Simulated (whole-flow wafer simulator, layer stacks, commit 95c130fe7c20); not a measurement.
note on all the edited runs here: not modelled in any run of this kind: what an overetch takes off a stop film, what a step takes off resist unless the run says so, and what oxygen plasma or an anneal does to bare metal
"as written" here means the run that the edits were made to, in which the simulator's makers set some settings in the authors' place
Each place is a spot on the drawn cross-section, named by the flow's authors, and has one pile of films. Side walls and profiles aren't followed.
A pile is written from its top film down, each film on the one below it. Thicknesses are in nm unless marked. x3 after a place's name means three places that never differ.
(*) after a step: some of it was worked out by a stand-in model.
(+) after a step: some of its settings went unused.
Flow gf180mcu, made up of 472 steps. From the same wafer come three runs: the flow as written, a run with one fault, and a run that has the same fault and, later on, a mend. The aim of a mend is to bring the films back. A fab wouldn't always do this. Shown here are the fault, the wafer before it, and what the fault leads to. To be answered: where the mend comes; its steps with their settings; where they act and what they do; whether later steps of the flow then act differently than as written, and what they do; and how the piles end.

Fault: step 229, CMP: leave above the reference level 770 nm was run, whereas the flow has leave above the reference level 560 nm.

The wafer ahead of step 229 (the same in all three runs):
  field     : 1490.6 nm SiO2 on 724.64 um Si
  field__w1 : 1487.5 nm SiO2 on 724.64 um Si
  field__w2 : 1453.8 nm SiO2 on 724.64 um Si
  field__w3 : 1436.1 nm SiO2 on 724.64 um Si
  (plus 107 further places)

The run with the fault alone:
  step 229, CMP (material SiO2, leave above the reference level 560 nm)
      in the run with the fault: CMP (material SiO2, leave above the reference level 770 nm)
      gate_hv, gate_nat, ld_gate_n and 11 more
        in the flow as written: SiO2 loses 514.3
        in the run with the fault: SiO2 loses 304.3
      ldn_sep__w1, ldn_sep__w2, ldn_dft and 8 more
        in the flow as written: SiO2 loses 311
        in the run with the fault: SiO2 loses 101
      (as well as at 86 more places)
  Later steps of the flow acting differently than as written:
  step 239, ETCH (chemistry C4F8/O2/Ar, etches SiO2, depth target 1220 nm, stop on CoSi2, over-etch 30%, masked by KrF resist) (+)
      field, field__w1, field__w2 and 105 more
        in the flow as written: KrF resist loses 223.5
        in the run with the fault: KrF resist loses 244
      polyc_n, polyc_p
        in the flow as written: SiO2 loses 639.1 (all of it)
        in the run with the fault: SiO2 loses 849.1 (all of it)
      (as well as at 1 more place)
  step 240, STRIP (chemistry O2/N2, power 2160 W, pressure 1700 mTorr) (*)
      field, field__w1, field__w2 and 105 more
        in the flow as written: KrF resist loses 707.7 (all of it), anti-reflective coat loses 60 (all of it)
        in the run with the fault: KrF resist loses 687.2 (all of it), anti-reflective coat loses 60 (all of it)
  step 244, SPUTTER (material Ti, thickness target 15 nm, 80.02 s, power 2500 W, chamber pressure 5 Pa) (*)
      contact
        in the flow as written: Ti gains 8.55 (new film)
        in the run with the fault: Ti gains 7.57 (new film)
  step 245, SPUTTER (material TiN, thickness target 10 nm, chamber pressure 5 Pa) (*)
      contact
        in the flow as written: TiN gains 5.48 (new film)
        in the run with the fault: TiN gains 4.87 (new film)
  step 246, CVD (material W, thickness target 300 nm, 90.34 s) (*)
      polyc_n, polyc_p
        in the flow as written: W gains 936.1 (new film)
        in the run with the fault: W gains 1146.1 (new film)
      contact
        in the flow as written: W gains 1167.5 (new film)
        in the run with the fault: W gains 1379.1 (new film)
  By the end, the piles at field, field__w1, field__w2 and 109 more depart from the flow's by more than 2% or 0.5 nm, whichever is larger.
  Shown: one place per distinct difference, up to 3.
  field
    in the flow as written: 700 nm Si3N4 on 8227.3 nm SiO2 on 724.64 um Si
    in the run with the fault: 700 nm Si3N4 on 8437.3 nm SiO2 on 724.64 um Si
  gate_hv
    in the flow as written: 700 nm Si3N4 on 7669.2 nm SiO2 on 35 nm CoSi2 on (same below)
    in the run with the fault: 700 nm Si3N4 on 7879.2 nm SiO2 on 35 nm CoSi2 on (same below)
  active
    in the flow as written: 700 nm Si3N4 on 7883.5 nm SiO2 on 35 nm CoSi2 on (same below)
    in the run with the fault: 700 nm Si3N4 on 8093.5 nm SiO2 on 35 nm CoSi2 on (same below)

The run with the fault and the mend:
  The mend follows step 229.
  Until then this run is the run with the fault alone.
  step 229a, CMP (material SiO2, leave above the reference level 560 nm) (the flow's step 229, run once more)
      field, field__w1, field__w2 and 108 more
        SiO2 loses 210
  None of the later steps of the flow acts differently than as written at any place that is followed.
  At every place that both follow, the piles at the end match the flow's.
